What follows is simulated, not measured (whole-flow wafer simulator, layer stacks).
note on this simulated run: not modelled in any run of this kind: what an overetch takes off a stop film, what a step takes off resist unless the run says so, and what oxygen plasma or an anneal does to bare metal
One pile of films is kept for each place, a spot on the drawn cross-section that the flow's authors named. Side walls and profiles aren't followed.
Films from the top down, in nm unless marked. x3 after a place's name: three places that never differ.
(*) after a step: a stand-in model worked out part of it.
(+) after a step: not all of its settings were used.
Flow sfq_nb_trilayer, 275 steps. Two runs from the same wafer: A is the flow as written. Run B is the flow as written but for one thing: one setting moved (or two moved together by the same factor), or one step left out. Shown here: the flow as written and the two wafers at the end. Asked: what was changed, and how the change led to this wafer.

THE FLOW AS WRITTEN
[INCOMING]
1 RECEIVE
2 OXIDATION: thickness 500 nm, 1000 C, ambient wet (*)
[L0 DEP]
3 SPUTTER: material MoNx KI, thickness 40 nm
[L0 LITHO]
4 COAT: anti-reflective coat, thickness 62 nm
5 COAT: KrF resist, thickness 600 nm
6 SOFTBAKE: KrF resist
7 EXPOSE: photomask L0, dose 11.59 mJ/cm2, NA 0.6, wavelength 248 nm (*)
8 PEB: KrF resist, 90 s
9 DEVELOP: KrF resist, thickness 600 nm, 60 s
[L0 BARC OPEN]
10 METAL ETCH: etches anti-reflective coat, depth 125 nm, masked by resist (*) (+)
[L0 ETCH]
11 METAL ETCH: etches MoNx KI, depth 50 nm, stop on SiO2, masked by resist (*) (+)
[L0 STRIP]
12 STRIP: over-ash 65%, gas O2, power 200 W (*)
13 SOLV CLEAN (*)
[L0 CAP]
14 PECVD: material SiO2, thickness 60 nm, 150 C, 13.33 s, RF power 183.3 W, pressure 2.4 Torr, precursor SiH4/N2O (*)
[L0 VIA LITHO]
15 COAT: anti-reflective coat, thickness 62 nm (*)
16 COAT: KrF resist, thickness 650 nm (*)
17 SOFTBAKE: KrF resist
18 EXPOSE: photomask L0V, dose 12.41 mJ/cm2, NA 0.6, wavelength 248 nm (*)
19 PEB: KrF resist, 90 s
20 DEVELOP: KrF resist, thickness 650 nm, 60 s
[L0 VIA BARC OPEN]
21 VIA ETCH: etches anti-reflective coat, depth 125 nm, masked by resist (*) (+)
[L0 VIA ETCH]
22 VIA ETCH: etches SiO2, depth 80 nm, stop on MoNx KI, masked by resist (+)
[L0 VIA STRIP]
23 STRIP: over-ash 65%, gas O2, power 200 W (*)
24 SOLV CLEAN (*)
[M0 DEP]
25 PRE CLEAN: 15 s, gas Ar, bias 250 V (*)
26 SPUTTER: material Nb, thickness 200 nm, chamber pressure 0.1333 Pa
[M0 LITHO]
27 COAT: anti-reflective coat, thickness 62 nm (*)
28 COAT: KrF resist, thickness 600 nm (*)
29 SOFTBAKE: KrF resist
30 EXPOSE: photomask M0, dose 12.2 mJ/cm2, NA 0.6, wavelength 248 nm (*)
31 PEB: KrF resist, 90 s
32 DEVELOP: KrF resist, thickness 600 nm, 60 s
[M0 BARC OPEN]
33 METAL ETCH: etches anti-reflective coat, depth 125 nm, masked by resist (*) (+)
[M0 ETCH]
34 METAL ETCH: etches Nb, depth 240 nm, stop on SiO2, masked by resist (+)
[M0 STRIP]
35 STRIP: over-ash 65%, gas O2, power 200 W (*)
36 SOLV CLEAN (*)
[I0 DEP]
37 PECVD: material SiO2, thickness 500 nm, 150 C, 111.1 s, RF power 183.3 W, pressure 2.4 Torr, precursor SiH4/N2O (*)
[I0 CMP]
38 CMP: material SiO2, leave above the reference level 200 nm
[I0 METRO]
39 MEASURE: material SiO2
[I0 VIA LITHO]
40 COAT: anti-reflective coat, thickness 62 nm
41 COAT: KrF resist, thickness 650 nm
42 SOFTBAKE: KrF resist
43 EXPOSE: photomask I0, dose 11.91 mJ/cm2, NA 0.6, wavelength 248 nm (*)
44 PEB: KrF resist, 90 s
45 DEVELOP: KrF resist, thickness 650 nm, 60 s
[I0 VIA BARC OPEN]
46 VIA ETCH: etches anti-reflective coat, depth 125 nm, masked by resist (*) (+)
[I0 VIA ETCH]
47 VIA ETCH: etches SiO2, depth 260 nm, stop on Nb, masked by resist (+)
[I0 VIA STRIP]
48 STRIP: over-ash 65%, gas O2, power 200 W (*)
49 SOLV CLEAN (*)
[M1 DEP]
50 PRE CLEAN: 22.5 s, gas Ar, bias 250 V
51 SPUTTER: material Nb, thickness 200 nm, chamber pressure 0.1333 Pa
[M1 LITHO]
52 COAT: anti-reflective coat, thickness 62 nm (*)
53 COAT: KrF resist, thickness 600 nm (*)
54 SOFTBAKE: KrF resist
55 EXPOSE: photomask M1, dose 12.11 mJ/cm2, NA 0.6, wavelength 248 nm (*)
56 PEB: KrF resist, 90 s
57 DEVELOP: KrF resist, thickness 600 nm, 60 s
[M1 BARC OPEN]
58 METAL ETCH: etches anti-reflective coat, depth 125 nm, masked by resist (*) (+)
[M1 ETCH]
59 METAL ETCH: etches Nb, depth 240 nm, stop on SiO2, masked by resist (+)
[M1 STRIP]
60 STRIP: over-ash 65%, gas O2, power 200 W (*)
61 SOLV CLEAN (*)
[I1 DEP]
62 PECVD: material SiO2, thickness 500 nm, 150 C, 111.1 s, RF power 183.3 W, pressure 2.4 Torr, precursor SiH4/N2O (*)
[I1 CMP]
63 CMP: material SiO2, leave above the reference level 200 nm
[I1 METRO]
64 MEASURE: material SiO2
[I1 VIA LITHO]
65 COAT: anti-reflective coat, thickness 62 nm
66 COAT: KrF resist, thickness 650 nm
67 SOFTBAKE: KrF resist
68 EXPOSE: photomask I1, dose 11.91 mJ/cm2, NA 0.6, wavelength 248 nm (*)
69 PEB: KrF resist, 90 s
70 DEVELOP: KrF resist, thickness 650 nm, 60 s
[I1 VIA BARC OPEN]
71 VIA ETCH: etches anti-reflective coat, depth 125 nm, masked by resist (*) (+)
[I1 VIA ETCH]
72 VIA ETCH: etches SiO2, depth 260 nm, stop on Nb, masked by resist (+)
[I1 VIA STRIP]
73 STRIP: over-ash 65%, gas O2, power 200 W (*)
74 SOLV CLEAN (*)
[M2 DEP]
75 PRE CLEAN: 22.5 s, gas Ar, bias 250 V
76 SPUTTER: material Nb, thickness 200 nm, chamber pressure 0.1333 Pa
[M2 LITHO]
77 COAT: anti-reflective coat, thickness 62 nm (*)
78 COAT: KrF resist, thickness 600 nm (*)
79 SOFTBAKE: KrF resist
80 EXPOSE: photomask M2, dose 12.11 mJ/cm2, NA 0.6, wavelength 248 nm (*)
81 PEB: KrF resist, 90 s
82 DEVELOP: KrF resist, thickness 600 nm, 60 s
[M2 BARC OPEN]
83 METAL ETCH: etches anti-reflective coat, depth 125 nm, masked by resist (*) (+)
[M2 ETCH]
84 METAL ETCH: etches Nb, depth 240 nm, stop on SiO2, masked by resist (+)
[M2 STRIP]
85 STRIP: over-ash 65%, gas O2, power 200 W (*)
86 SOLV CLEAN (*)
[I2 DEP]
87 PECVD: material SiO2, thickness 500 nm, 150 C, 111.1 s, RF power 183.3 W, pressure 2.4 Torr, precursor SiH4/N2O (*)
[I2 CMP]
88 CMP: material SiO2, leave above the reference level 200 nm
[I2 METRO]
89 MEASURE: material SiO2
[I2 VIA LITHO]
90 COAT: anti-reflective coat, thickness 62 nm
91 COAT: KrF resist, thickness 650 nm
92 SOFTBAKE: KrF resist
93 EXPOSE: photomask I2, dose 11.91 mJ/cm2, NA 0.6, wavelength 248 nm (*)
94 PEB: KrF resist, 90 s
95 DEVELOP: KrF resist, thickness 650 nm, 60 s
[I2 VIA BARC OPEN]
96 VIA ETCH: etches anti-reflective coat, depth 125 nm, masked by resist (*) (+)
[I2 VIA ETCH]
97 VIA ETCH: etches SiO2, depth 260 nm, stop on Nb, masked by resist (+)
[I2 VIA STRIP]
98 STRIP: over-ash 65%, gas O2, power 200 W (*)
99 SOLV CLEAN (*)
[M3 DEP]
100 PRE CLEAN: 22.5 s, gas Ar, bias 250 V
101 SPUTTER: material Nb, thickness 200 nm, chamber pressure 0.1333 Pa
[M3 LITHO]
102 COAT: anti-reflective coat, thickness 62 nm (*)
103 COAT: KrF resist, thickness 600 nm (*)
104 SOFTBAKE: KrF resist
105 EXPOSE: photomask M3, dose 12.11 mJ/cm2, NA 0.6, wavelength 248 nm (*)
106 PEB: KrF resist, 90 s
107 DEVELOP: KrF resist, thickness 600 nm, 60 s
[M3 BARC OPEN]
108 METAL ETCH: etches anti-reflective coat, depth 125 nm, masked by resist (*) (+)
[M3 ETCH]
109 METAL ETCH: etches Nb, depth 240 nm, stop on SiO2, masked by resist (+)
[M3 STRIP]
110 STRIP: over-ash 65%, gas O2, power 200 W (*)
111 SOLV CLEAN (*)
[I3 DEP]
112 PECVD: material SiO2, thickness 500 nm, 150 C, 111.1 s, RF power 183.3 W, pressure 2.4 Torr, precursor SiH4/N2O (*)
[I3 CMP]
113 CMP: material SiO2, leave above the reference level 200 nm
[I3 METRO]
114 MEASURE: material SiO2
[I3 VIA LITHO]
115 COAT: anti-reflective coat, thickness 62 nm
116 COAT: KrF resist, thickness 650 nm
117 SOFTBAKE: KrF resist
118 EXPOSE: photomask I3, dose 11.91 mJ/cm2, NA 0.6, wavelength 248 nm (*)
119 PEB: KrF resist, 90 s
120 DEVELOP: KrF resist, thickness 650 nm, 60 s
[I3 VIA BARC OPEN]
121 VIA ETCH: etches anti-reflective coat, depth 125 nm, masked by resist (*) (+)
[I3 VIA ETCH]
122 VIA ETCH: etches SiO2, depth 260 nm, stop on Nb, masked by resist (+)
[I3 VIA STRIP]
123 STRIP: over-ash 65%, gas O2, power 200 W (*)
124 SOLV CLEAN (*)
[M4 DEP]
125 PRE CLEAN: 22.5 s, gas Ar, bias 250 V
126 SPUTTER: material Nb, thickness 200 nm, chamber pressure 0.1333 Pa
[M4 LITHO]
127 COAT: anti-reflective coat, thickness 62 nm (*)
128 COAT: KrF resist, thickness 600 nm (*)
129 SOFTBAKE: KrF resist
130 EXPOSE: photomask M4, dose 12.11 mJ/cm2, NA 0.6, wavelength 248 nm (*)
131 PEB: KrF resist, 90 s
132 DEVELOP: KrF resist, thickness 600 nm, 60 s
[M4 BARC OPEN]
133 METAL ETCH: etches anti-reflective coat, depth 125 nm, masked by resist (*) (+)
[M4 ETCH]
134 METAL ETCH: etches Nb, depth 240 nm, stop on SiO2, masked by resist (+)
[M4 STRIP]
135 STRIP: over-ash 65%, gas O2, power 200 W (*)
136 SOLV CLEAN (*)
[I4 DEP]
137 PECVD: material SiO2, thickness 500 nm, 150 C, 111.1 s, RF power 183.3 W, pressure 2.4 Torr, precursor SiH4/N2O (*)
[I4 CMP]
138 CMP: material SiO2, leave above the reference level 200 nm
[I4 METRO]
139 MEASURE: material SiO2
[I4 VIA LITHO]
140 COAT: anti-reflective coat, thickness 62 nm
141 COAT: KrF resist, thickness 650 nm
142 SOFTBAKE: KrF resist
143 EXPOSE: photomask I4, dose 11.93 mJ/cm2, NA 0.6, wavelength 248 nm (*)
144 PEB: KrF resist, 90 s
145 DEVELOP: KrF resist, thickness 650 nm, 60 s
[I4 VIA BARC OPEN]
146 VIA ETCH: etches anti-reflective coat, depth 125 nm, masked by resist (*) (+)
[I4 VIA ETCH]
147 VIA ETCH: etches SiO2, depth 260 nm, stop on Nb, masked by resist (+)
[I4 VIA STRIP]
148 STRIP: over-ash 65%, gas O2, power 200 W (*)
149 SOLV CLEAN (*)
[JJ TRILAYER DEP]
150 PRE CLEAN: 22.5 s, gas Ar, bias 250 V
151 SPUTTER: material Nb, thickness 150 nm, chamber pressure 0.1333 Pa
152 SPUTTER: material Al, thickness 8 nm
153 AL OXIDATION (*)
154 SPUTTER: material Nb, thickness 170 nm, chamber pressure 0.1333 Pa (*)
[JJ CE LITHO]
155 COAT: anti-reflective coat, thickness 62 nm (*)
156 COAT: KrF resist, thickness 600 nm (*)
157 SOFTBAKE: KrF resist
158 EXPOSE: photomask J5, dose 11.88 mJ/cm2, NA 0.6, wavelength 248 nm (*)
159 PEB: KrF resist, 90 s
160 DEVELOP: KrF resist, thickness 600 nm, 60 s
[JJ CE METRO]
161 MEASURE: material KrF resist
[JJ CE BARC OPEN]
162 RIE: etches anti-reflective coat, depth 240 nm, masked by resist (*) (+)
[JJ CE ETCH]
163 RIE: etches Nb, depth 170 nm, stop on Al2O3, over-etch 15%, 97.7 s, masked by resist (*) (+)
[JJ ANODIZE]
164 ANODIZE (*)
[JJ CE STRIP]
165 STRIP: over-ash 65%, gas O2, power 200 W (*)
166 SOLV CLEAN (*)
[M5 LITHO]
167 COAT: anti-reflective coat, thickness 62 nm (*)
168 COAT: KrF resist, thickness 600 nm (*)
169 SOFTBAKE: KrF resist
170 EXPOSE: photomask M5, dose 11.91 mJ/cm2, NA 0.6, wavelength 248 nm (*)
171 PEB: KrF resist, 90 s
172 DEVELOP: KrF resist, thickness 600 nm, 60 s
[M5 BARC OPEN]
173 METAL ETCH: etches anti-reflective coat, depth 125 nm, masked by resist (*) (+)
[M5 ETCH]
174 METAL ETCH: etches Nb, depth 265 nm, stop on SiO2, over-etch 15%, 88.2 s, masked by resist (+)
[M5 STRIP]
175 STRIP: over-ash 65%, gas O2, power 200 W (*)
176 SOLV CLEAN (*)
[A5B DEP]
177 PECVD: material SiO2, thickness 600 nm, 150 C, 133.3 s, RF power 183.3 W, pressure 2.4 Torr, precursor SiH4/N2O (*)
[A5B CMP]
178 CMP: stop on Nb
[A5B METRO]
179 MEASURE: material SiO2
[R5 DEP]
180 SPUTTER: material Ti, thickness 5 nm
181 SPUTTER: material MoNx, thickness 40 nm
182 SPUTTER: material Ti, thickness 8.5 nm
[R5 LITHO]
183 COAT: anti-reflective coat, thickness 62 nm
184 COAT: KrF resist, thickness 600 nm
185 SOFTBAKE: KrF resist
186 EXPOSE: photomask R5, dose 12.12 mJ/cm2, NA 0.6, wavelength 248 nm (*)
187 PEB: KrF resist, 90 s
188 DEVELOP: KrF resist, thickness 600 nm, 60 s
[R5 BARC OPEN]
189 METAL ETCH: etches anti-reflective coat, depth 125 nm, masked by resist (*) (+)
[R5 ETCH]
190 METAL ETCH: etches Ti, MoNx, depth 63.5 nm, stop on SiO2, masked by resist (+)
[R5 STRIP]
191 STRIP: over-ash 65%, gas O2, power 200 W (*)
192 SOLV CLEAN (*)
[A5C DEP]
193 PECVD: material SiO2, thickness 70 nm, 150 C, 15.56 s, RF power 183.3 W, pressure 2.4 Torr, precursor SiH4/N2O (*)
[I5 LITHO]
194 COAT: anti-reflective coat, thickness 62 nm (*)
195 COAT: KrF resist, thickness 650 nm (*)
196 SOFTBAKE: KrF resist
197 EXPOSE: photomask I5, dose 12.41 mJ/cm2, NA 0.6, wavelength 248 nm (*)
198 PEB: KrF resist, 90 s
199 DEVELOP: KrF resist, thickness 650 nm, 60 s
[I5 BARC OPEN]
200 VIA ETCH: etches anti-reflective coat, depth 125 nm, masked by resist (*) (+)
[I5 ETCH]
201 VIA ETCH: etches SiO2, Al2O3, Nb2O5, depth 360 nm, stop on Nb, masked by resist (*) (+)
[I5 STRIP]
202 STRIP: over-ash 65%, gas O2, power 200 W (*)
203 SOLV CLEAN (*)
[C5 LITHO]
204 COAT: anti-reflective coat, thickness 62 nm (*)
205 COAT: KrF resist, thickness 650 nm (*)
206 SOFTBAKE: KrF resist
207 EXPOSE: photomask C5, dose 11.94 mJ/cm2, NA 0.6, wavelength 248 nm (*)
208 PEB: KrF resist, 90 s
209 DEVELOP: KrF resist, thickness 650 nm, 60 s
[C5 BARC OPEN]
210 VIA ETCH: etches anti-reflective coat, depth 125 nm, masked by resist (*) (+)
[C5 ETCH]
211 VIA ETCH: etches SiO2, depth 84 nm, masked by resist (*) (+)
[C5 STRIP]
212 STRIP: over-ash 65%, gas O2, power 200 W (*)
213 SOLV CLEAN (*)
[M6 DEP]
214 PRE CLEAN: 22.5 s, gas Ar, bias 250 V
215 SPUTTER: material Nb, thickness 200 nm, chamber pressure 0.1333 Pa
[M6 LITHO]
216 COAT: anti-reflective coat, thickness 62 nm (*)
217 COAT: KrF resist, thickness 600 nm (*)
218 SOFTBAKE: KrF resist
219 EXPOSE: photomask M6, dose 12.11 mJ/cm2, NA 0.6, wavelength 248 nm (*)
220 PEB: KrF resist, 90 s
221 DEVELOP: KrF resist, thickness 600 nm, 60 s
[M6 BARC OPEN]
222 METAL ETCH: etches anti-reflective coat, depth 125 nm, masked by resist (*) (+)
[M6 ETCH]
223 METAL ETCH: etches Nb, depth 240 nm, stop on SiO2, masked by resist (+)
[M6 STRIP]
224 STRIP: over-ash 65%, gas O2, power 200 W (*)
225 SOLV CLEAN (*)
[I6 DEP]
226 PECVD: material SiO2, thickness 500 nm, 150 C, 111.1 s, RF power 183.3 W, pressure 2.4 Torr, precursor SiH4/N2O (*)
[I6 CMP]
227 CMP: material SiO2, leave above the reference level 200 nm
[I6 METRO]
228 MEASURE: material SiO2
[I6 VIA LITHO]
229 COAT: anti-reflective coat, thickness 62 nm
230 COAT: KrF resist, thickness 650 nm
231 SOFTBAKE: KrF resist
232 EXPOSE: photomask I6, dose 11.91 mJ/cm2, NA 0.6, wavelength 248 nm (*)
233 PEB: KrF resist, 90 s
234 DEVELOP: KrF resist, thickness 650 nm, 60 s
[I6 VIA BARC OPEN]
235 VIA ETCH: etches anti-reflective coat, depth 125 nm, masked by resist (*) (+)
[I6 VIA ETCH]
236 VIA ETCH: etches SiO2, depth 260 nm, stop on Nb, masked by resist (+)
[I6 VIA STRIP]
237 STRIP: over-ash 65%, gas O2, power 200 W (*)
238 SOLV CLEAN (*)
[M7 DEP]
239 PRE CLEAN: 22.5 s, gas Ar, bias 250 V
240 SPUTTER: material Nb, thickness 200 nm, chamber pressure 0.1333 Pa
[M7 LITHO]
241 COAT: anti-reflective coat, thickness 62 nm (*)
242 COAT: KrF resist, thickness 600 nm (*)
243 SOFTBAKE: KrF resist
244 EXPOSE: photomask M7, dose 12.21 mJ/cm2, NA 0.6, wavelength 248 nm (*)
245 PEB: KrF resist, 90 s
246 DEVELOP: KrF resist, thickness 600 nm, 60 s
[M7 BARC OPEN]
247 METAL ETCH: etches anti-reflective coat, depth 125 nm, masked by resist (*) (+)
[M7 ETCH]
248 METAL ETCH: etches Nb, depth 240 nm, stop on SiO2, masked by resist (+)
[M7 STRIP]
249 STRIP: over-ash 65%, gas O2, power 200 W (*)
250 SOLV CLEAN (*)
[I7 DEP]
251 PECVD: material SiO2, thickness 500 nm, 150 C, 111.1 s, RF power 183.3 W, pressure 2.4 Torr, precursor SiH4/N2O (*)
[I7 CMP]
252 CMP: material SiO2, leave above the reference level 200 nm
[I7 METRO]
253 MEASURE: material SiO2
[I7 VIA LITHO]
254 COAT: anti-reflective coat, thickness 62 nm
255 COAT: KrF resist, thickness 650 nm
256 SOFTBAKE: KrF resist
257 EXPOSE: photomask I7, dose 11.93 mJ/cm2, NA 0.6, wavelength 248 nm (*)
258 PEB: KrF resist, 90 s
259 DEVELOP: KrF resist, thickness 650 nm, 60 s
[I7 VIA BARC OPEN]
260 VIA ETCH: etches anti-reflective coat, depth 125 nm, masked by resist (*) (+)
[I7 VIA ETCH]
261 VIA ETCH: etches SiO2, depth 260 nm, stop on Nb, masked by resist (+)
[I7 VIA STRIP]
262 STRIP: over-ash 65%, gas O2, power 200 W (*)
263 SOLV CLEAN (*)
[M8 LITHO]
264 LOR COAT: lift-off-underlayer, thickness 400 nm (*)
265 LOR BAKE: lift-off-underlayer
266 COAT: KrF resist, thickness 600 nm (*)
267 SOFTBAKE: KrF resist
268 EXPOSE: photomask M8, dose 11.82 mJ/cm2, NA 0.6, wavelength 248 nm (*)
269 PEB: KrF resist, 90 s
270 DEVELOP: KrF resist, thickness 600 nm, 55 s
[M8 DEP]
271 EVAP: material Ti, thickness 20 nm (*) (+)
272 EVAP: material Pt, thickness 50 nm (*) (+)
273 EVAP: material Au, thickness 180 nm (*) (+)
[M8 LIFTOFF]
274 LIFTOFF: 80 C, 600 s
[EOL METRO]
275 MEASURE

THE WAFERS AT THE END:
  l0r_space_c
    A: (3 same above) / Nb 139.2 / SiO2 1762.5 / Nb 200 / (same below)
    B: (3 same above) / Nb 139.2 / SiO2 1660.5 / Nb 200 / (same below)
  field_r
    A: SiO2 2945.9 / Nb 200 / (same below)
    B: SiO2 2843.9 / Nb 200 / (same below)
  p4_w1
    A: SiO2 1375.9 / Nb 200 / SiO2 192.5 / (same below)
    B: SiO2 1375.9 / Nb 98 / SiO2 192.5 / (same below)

The cause: step 126, SPUTTER: thickness 98 nm was run, where the flow has thickness 200 nm.
It can be read off the wafer: p4_w1 has Nb 98, and step 126 as written asks for 200 nm.

How the change led to this, step by step:
  126 SPUTTER: material Nb, thickness 200 nm, chamber pressure 0.1333 Pa
      field_l, v_sur, via_wl and 102 more: A Nb +200 (new film) | B Nb +98 (new film)
      via_v: A Nb +165.5 | B Nb +80.8
  127 COAT: anti-reflective coat, thickness 62 nm (*)
      via_v: A anti-reflective coat +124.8 (new film) | B anti-reflective coat +119.8 (new film)
  134 METAL ETCH: etches Nb, depth 240 nm, stop on SiO2, masked by resist (+)
      field_l, be, be_sur and 64 more: A Nb -200 (all of it) | B Nb -98 (all of it)
      v_sur, via_wl, via_w and 36 more: A KrF resist -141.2 | B KrF resist -86.5
  135 STRIP: over-ash 65%, gas O2, power 200 W (*)
      p4_fl, p4_fm, p4_w1 and 26 more: A KrF resist -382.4 (all of it), anti-reflective coat -62 (all of it) | B KrF resist -437.1 (all of it), anti-reflective coat -62 (all of it)
      lsp_m, ln_m6: A KrF resist -381.9 (all of it), anti-reflective coat -61.8 (all of it) | B KrF resist -436.7 (all of it), anti-reflective coat -61.8 (all of it)
      (and at 8 more places)
  137 PECVD: material SiO2, thickness 500 nm, 150 C, 111.1 s, RF power 183.3 W, pressure 2.4 Torr, precursor SiH4/N2O (*)
      p3_s0, p3_s1, p3_s2, p3_s3, p3_s4, p3_s5: A SiO2 +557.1 | B SiO2 +500
      via_v: A SiO2 +615 (new film) | B SiO2 +586.6 (new film)
  138 CMP: material SiO2, leave above the reference level 200 nm
      field_l, be, be_sur and 55 more: A SiO2 -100 | B SiO2 -202
      p3_s0, p3_s1, p3_s2, p3_s3, p3_s4, p3_s5: A SiO2 -157.1 | B SiO2 -202
      (and at 4 more places)
